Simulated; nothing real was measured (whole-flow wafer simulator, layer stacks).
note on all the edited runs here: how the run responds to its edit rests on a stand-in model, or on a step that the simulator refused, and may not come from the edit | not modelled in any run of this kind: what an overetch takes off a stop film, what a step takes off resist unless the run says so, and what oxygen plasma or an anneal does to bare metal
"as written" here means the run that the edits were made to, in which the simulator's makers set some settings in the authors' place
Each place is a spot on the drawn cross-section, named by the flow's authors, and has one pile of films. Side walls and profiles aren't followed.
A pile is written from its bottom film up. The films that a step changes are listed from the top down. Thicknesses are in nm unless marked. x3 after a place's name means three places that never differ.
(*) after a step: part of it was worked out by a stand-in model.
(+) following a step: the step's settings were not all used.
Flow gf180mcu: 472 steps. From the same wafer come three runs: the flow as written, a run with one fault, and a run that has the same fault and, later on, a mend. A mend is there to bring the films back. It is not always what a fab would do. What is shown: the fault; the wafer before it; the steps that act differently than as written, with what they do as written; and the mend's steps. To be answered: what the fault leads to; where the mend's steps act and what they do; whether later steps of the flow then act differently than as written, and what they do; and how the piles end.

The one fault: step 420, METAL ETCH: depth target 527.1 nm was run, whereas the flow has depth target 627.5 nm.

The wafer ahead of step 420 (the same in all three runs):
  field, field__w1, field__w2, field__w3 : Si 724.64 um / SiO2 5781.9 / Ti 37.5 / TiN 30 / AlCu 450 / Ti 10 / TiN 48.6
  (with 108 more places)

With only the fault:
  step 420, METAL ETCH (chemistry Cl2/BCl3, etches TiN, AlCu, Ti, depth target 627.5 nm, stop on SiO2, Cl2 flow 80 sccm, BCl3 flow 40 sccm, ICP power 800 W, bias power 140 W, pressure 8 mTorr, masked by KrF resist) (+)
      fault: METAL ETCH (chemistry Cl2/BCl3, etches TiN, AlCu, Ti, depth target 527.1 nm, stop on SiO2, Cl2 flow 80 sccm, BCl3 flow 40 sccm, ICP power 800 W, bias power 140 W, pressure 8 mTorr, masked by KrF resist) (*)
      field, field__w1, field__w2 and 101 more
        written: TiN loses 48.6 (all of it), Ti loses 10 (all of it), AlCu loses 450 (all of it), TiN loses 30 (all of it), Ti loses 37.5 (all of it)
        fault: TiN loses 48.6 (all of it), Ti loses 10 (all of it), AlCu loses 450 (all of it), TiN loses 18.5
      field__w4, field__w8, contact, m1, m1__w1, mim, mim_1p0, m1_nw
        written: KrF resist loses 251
        fault: KrF resist loses 210.8
  Steps further on in the flow that do not act as written (2 other steps are not shown; they differ only slightly, by no more than 2% or 0.5 nm, whichever is larger):
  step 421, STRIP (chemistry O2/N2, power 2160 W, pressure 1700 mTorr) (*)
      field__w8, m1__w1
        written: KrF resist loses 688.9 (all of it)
        fault: KrF resist loses 729 (all of it)
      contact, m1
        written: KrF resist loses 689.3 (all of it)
        fault: KrF resist loses 729.5 (all of it)
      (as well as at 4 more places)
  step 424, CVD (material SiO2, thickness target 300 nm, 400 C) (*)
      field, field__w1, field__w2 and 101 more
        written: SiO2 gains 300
        fault: SiO2 gains 300 (new film)
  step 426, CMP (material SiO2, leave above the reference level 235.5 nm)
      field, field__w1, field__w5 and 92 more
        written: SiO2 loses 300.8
        fault: SiO2 loses 349.4
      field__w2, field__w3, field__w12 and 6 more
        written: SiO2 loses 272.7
        fault: SiO2 loses 323.4
  The piles end different from the flow's at field, field__w1, field__w2 and 101 more by more than 2% or 0.5 nm, whichever is larger.
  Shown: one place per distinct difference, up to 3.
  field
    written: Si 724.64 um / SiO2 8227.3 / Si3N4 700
    fault: Si 724.64 um / SiO2 5781.9 / Ti 37.5 / TiN 11 / SiO2 2396.8 / Si3N4 700
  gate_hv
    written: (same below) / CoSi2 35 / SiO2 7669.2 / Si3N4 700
    fault: (same below) / CoSi2 35 / SiO2 5223.8 / Ti 37.5 / TiN 11 / SiO2 2396.8 / Si3N4 700
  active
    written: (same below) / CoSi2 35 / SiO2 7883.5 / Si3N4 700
    fault: (same below) / CoSi2 35 / SiO2 5438.1 / Ti 37.5 / TiN 11 / SiO2 2396.8 / Si3N4 700

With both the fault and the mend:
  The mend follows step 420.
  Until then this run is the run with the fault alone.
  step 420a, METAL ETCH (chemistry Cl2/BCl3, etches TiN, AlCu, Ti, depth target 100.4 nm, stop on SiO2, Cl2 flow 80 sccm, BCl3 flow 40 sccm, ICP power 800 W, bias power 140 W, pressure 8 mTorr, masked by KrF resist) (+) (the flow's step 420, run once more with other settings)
      field, field__w1, field__w2 and 101 more
        TiN loses 11.5 (all of it), Ti loses 37.5 (all of it)
      field__w4, field__w8, contact, m1, m1__w1, mim, mim_1p0, m1_nw
        KrF resist loses 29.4
  Steps further on in the flow that do not act as written:
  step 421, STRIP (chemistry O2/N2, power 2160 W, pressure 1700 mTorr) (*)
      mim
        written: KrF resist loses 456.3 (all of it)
        mend: KrF resist loses 467.1 (all of it)
  The piles end the same as the flow's at every place that both follow.
